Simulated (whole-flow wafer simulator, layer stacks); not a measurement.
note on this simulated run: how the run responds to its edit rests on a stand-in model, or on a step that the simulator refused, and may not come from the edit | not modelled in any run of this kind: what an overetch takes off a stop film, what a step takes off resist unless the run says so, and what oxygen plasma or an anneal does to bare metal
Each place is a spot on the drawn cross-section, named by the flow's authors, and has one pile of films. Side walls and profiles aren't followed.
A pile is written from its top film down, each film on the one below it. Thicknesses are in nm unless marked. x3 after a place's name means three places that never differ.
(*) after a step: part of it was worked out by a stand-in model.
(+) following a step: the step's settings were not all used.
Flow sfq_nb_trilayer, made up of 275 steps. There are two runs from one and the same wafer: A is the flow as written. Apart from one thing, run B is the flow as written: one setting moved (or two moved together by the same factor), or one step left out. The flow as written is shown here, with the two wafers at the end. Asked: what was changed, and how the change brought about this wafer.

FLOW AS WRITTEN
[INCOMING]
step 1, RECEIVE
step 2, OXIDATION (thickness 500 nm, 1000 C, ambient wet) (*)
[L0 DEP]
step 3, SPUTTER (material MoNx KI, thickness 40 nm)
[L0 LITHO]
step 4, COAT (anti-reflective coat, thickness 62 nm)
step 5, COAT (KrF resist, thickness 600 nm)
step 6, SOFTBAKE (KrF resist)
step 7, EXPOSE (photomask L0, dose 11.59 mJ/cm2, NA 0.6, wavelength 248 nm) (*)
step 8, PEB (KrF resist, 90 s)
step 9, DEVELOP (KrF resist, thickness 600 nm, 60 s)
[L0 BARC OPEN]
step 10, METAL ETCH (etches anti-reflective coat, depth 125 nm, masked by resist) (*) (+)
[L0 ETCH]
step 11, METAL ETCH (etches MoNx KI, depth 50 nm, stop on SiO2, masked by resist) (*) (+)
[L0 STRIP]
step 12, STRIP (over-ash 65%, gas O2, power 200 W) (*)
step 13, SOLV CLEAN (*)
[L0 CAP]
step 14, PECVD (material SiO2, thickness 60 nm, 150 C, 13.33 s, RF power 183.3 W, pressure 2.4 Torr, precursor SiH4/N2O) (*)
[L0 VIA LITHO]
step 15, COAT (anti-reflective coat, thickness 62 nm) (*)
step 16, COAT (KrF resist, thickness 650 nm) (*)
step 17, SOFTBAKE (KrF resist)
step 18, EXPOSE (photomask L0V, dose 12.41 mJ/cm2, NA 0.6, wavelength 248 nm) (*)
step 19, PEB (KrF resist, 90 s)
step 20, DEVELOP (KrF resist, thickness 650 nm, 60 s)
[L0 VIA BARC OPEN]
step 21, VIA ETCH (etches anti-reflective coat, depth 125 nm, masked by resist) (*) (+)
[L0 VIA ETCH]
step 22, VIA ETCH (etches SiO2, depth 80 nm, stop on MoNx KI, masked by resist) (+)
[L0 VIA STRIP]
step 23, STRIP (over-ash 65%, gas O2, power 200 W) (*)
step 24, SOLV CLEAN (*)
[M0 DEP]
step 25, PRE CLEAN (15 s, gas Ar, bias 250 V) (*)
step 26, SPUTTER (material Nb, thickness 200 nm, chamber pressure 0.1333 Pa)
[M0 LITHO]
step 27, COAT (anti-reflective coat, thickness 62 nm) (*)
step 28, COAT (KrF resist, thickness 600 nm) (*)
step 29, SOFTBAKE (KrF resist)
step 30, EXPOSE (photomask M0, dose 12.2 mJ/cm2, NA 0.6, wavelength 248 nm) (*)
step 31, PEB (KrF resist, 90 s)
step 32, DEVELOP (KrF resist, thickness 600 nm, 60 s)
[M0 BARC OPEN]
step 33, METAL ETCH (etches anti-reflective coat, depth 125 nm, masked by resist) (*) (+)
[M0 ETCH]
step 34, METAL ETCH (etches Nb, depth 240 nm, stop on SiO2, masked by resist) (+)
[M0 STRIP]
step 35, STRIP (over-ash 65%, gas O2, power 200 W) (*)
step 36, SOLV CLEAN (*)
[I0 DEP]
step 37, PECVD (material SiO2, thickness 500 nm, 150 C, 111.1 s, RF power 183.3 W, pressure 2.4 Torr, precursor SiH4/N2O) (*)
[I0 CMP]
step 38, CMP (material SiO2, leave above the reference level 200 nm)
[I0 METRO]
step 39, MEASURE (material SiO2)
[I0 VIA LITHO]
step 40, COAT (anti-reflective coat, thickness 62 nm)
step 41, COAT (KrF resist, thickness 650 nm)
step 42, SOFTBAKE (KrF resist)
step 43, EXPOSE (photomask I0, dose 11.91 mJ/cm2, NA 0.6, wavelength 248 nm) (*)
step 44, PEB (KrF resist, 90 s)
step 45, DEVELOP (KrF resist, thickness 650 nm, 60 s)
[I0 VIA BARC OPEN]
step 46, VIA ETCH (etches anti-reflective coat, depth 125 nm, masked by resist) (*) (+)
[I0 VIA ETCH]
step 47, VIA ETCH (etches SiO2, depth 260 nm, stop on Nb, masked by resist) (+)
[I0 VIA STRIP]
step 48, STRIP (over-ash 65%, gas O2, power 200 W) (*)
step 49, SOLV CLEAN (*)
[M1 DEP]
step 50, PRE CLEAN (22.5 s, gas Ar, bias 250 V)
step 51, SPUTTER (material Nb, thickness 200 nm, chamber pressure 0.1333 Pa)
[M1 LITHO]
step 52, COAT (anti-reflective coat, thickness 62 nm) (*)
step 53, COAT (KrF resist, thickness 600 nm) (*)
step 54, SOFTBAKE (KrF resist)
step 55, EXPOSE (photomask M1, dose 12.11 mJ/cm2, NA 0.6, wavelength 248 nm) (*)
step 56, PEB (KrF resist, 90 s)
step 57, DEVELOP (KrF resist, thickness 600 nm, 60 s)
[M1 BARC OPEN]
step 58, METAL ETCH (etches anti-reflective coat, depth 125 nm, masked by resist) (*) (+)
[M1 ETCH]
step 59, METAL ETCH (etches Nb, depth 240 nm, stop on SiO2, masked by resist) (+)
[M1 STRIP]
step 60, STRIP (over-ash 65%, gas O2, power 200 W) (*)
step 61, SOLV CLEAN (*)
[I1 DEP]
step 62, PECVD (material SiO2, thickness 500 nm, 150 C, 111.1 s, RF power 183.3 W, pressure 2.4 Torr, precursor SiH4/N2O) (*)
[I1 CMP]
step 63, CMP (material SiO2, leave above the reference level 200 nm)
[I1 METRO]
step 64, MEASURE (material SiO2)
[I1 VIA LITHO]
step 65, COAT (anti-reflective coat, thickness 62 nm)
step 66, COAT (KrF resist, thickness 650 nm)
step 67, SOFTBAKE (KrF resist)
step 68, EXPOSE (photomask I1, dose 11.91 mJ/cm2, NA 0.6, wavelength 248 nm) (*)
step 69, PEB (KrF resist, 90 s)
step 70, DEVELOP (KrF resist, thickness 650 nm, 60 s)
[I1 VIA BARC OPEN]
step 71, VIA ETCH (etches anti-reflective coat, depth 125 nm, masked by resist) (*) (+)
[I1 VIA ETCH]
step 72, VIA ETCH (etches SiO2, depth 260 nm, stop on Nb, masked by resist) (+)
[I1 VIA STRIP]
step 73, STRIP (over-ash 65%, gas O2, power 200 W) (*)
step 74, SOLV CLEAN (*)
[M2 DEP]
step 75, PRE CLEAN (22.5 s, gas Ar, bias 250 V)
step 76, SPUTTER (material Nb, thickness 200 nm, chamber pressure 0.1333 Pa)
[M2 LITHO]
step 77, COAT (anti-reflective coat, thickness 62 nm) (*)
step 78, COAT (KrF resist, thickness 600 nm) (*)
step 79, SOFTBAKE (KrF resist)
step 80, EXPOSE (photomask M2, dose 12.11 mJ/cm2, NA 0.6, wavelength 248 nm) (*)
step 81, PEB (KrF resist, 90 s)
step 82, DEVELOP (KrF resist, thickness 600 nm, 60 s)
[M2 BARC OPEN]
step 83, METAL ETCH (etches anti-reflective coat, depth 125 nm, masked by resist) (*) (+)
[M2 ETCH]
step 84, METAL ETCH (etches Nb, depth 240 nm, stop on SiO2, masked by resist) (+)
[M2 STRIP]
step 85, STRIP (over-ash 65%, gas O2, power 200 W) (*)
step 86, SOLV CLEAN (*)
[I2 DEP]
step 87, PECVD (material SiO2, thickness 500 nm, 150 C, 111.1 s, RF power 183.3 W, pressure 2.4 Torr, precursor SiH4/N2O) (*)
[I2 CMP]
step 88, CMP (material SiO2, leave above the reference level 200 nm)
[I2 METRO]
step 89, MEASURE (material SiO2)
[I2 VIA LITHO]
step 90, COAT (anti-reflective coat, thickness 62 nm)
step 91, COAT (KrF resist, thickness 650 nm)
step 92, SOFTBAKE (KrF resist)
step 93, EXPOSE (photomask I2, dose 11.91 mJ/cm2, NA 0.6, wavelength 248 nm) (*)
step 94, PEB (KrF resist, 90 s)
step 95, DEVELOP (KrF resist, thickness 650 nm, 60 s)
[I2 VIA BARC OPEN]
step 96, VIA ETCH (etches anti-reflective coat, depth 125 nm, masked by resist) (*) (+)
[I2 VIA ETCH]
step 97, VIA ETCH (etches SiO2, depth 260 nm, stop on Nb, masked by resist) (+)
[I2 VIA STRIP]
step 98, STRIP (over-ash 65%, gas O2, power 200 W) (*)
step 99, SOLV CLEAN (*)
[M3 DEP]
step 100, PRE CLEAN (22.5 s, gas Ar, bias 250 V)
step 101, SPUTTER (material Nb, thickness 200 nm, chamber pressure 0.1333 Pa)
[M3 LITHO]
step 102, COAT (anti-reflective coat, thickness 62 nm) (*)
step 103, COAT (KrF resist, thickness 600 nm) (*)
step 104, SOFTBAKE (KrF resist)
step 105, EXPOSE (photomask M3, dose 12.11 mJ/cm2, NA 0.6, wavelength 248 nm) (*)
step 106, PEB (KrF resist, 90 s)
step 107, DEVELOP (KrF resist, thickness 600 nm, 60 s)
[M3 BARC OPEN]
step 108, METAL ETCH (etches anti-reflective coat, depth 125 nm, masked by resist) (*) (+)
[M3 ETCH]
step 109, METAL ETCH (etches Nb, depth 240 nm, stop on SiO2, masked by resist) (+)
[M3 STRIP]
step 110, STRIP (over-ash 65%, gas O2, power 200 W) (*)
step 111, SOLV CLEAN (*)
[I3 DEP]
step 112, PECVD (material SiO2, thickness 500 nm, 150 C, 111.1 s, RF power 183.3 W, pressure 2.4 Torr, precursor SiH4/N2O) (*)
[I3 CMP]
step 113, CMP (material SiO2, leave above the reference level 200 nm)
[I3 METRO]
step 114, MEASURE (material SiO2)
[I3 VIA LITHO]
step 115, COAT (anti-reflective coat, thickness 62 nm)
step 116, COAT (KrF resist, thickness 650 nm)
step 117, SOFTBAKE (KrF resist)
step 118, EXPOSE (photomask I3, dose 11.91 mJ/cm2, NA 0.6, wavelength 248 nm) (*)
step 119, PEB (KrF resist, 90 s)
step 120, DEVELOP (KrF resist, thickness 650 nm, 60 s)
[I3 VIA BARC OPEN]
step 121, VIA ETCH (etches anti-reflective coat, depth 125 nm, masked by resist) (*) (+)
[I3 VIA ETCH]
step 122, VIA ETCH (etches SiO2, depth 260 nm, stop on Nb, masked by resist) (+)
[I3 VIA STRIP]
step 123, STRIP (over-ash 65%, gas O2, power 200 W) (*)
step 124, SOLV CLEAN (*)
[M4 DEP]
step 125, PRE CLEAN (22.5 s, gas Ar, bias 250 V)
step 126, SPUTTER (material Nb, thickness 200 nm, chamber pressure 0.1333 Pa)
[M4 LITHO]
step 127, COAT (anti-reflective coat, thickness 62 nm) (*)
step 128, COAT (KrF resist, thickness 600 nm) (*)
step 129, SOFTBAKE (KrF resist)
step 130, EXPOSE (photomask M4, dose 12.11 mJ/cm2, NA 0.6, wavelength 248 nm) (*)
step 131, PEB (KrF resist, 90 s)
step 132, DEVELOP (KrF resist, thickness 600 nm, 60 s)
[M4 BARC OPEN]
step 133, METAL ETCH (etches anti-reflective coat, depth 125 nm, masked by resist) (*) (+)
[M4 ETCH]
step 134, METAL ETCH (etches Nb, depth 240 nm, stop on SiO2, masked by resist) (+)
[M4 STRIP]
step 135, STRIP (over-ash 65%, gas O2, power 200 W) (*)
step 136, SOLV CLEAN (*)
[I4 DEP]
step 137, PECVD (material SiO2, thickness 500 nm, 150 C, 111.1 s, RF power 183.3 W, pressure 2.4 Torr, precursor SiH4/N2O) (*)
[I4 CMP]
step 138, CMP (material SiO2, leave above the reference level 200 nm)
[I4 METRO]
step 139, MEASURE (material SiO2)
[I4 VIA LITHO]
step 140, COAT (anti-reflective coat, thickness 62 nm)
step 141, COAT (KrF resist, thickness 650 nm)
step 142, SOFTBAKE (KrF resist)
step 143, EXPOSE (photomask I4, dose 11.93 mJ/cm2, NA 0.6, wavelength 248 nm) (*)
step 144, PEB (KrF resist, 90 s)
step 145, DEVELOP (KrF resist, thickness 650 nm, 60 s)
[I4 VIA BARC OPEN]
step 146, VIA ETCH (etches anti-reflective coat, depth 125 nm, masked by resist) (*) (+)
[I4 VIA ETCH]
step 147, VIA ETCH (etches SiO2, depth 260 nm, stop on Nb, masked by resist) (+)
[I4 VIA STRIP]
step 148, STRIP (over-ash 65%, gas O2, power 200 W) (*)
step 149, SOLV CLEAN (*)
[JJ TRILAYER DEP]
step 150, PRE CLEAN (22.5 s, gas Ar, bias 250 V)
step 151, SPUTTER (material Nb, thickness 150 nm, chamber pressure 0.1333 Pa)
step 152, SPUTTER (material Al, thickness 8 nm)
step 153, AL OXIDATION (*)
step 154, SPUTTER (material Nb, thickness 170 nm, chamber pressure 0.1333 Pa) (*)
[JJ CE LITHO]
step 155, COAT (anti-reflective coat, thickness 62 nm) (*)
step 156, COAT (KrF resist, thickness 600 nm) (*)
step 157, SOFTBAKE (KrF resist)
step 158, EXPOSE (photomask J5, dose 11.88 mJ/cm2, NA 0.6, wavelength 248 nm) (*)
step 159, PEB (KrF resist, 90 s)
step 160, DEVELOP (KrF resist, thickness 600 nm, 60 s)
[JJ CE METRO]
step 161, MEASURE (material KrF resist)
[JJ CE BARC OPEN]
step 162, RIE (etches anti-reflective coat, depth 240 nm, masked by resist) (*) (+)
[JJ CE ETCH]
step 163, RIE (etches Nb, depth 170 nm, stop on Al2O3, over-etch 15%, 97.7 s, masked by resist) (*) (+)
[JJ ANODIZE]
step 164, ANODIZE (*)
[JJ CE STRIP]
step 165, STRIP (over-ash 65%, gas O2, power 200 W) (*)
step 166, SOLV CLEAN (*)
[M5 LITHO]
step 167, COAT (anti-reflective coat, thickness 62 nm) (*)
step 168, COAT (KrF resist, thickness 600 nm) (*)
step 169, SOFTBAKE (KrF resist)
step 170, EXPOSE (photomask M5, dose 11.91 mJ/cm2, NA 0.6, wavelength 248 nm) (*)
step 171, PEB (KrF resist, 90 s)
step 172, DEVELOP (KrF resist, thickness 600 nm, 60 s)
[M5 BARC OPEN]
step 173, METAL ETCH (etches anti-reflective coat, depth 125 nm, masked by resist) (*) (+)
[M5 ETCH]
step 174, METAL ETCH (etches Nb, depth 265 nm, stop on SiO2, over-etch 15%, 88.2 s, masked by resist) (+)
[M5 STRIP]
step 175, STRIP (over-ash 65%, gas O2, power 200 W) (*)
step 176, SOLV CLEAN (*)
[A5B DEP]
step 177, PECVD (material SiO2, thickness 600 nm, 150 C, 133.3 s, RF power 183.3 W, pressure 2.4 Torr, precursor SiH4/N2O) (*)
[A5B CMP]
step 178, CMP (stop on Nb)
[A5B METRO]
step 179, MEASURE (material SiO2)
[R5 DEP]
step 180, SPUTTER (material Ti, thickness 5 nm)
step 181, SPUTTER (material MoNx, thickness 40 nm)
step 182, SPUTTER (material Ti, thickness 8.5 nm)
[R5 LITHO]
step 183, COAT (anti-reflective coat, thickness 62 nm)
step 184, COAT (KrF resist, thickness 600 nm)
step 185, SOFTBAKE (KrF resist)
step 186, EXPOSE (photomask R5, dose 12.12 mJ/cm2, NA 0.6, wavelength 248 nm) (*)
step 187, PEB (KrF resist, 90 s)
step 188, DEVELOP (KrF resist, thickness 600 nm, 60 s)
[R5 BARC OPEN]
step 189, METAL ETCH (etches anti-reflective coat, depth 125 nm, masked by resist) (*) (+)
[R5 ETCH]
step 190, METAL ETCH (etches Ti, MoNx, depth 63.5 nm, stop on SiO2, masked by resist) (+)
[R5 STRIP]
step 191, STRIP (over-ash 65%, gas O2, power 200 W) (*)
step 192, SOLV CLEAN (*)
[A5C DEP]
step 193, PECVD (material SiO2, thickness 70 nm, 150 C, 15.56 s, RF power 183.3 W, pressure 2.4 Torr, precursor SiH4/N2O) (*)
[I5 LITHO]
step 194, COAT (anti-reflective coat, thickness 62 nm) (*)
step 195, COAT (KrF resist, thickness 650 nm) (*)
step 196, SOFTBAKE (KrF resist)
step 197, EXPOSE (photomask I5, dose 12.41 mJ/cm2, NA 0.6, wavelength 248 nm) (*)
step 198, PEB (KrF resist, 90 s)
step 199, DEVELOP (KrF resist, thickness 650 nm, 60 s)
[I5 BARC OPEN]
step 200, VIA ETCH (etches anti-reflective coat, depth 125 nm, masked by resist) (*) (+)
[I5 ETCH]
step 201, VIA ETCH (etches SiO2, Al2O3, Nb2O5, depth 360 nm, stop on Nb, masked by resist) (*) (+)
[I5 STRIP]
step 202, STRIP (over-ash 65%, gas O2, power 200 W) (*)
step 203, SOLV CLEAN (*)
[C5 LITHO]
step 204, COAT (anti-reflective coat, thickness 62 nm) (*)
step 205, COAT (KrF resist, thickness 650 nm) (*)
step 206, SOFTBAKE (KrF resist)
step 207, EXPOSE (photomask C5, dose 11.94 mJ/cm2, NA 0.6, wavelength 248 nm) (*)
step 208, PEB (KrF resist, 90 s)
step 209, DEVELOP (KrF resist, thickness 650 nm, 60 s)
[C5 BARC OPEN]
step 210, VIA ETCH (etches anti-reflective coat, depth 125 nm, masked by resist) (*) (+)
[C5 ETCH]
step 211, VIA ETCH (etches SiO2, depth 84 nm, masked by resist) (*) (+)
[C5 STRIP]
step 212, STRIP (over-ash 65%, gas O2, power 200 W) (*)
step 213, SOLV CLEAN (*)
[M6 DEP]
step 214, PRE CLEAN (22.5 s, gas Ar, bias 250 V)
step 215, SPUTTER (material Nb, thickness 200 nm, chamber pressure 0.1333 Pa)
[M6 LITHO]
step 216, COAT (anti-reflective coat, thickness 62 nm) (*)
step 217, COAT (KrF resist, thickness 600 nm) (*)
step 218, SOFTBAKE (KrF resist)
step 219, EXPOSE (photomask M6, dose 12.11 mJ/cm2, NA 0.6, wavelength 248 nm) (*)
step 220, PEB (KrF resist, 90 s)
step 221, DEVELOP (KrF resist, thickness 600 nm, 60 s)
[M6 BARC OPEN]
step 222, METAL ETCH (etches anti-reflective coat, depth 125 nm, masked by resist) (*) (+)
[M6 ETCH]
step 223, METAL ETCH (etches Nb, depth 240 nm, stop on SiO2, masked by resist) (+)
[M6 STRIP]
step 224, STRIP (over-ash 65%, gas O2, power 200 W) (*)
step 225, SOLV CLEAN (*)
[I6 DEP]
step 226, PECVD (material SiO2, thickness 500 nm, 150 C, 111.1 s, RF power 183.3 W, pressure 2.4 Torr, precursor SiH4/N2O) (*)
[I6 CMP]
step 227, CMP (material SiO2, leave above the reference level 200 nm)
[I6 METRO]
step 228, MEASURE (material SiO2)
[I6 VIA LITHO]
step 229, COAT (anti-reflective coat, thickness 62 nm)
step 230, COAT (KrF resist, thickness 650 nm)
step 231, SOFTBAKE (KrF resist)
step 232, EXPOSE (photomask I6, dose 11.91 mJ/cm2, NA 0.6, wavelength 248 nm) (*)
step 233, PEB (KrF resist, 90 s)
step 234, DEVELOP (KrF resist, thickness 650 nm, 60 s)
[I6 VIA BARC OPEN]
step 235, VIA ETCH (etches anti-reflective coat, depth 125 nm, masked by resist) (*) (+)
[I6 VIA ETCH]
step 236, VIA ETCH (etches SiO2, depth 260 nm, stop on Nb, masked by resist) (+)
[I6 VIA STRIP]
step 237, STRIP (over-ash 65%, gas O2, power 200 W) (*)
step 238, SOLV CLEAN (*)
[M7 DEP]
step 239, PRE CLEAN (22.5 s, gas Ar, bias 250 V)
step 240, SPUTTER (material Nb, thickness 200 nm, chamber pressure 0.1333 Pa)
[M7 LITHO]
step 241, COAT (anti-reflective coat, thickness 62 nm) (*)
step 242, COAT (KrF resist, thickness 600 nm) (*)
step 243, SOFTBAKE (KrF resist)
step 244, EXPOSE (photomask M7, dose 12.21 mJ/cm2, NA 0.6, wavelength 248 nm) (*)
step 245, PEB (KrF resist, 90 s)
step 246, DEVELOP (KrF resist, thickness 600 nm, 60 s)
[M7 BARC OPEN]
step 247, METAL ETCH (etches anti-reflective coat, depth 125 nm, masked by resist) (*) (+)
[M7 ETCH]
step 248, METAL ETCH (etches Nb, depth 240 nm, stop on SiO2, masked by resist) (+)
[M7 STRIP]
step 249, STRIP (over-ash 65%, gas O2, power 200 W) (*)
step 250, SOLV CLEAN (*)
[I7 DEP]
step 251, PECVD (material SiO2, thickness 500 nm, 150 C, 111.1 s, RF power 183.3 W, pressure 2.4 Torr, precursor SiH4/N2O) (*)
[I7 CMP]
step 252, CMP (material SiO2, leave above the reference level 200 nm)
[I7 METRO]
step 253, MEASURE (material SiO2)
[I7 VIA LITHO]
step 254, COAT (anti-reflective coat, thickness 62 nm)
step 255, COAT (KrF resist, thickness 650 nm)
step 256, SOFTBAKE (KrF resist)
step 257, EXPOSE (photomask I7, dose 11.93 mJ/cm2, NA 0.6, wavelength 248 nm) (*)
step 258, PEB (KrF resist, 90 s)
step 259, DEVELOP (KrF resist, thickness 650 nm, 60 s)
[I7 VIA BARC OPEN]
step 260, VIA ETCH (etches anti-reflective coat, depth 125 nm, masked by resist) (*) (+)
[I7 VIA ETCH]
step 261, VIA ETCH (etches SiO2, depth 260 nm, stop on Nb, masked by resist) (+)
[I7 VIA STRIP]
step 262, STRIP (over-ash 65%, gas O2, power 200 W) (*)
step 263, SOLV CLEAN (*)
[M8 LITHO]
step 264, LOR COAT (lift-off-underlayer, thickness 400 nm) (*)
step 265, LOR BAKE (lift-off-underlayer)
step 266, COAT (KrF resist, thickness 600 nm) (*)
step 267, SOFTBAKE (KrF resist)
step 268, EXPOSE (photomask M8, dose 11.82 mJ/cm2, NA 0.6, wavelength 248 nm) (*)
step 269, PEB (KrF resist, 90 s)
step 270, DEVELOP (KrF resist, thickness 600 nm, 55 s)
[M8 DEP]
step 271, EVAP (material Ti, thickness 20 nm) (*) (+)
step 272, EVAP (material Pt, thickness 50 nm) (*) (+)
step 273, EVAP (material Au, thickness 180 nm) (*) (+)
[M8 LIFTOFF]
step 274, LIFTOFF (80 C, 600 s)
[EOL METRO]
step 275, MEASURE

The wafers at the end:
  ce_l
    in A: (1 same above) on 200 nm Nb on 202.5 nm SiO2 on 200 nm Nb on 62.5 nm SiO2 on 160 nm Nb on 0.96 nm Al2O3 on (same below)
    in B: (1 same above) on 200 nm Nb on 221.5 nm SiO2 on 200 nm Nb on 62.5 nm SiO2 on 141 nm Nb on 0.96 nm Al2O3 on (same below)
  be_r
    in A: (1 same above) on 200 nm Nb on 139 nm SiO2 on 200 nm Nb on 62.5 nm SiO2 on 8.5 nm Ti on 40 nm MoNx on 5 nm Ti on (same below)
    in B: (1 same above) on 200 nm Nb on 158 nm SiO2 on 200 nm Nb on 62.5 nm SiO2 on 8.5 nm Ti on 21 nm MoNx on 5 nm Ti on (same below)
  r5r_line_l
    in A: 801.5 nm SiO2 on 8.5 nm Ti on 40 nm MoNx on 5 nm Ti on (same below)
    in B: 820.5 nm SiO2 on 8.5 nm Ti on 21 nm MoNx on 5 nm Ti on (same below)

What caused this: step 181, SPUTTER: thickness 21 nm was run, while the flow as written has thickness 40 nm.
The wafer lets one read it off: be_r has MoNx 21, and step 181 as written asks for 40 nm.

Step by step, how the change led to this:
  step 181, SPUTTER (material MoNx, thickness 40 nm)
      field_l, v_sur, via_wl and 103 more: A MoNx gains 40 (new film) | B MoNx gains 21 (new film)
  step 190, METAL ETCH (etches Ti, MoNx, depth 63.5 nm, stop on SiO2, masked by resist) (+)
      field_l, v_sur, via_wl and 92 more: A Ti loses 8.5 (all of it), MoNx loses 40 (all of it), Ti loses 5 (all of it) | B Ti loses 8.5 (all of it), MoNx loses 21 (all of it), Ti loses 5 (all of it)
      ce_l, c5j, ce_r, wl_jj: A Ti loses 8.5 (all of it), MoNx loses 40 (all of it), Ti loses 5 (all of it), Nb loses 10 | B Ti loses 8.5 (all of it), MoNx loses 21 (all of it), Ti loses 5 (all of it), Nb loses 29
  step 194, COAT (anti-reflective coat, thickness 62 nm) (*)
      wl_j_sl, wl_j_sr: A anti-reflective coat gains 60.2 (new film) | B anti-reflective coat gains 57.1 (new film)
      r5r_spacepad_l, r5r_spacepad_r: A anti-reflective coat gains 84.4 (new film) | B anti-reflective coat gains 76.2 (new film)
      (also at 15 further places)
  step 202, STRIP (over-ash 65%, gas O2, power 200 W) (*)
      wl_j_sl, wl_j_sr: A KrF resist loses 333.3 (all of it), anti-reflective coat loses 60.2 (all of it) | B KrF resist loses 333.4 (all of it), anti-reflective coat loses 57.1 (all of it)
      r5r_spacepad_l, r5r_spacepad_r: A KrF resist loses 335.6 (all of it), anti-reflective coat loses 84.4 (all of it) | B KrF resist loses 334.9 (all of it), anti-reflective coat loses 76.2 (all of it)
      (also at 15 further places)
  step 204, COAT (anti-reflective coat, thickness 62 nm) (*)
      wl_j_sl, wl_j_sr: A anti-reflective coat gains 60.2 (new film) | B anti-reflective coat gains 57.1 (new film)
      r5r_spacepad_l, r5r_spacepad_r: A anti-reflective coat gains 84.4 (new film) | B anti-reflective coat gains 76.2 (new film)
      (also at 15 further places)
  step 210, VIA ETCH (etches anti-reflective coat, depth 125 nm, masked by resist) (*) (+)
      field_l, v_sur, via_wl and 98 more: A KrF resist loses 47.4 | B KrF resist loses 48.6
      wire, ce_l, wl_g_sl: A KrF resist loses 47.4 | B KrF resist loses 48.7
      (also at 2 further places)
  step 212, STRIP (over-ash 65%, gas O2, power 200 W) (*)
      wl_j_sl, wl_j_sr: A KrF resist loses 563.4 (all of it), anti-reflective coat loses 60.2 (all of it) | B KrF resist loses 562.1 (all of it), anti-reflective coat loses 57.1 (all of it)
      r5r_spacepad_l, r5r_spacepad_r: A KrF resist loses 565.8 (all of it), anti-reflective coat loses 84.4 (all of it) | B KrF resist loses 563.6 (all of it), anti-reflective coat loses 76.2 (all of it)
      (also at 13 further places)
  step 216, COAT (anti-reflective coat, thickness 62 nm) (*)
      r5r_line_l, r5r_line_c, r5r_line_r: A anti-reflective coat gains 50 (new film) | B anti-reflective coat gains 53.3 (new film)
      wl_j_sl, wl_j_sr: A anti-reflective coat gains 60.2 (new film) | B anti-reflective coat gains 57.2 (new film)
      (also at 14 further places)
  step 222, METAL ETCH (etches anti-reflective coat, depth 125 nm, masked by resist) (*) (+)
      r5r_line_l, r5r_line_c, r5r_line_r: A anti-reflective coat loses 50 (all of it) | B anti-reflective coat loses 53.3 (all of it)
      r5r_spacepad_l, r5r_spacepad_r: A anti-reflective coat loses 85.7 (all of it) | B anti-reflective coat loses 76.7 (all of it)
      (also at 2 further places)
  step 224, STRIP (over-ash 65%, gas O2, power 200 W) (*)
      wl_j_sl, wl_j_sr: A KrF resist loses 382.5 (all of it), anti-reflective coat loses 60.2 (all of it) | B KrF resist loses 382.4 (all of it), anti-reflective coat loses 57.2 (all of it)
      jj_sur: A KrF resist loses 378.5 (all of it), anti-reflective coat loses 56.1 (all of it) | B KrF resist loses 377.5 (all of it), anti-reflective coat loses 52.5 (all of it)
      (also at 9 further places)
  step 226, PECVD (material SiO2, thickness 500 nm, 150 C, 111.1 s, RF power 183.3 W, pressure 2.4 Torr, precursor SiH4/N2O) (*)
      r5r_spacepad_l, r5r_spacepad_r: A SiO2 gains 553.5 | B SiO2 gains 532
  step 227, CMP (material SiO2, leave above the reference level 200 nm)
      ce_l, ce_r, wl_jj: A SiO2 loses 290 | B SiO2 loses 271
      be_r, r_sur, r_end: A SiO2 loses 353.5 | B SiO2 loses 334.5
      (also at 7 further places)
